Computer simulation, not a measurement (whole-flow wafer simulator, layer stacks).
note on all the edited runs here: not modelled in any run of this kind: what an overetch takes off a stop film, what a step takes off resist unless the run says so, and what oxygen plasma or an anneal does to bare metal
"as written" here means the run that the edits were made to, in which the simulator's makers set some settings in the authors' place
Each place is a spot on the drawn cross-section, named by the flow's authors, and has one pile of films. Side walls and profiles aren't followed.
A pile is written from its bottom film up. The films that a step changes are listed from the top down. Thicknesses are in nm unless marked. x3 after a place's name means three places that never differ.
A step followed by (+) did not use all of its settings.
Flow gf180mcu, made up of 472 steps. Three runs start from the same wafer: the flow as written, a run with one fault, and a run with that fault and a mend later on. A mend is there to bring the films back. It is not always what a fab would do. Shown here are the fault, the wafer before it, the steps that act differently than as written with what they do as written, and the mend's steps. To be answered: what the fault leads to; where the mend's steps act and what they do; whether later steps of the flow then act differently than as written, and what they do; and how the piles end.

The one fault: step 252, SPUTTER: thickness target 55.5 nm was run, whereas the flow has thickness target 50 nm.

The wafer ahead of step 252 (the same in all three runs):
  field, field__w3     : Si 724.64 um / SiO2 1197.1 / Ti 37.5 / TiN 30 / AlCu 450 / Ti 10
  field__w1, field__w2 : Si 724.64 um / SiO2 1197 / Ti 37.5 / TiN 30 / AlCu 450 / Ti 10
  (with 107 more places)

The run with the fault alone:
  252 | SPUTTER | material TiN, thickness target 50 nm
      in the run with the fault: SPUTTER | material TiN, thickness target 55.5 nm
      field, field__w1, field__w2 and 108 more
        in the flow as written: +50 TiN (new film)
        in the run with the fault: +55.5 TiN (new film)
  Steps further on in the flow that do not act as written (5 more steps, not shown, differ only slightly: by at most 2% or 0.5 nm, whichever is larger):
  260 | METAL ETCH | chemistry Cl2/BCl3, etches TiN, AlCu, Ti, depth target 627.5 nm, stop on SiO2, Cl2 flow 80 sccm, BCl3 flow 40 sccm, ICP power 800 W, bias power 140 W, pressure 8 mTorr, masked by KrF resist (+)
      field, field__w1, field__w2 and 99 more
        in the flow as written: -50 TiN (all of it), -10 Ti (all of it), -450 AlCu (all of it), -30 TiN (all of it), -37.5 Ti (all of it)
        in the run with the fault: -55.5 TiN (all of it), -10 Ti (all of it), -450 AlCu (all of it), -30 TiN (all of it), -37.5 Ti (all of it)
  The piles end different from the flow's at field__w8, contact, m1 and 6 more by more than 2% or 0.5 nm, whichever is larger.
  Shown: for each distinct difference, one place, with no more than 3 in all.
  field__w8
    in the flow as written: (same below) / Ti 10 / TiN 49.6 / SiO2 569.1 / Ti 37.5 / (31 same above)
    in the run with the fault: (same below) / Ti 10 / TiN 55.1 / SiO2 563.6 / Ti 37.5 / (31 same above)
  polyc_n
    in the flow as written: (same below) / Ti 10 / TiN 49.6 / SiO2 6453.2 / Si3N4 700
    in the run with the fault: (same below) / Ti 10 / TiN 55.1 / SiO2 6447.7 / Si3N4 700
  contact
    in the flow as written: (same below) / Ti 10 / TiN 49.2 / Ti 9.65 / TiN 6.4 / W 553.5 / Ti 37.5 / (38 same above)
    in the run with the fault: (same below) / Ti 10 / TiN 54.7 / Ti 9.68 / TiN 6.42 / W 547.9 / Ti 37.5 / (38 same above)

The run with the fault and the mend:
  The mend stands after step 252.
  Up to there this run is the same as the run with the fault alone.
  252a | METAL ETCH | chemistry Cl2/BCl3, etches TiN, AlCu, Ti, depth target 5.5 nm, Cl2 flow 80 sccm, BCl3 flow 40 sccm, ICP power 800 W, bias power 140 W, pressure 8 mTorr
      field, field__w1, field__w2 and 108 more
        -5.5 TiN
  None of the later steps of the flow acts differently than as written at any place that is followed.
  At every place that both follow, the piles at the end match the flow's.
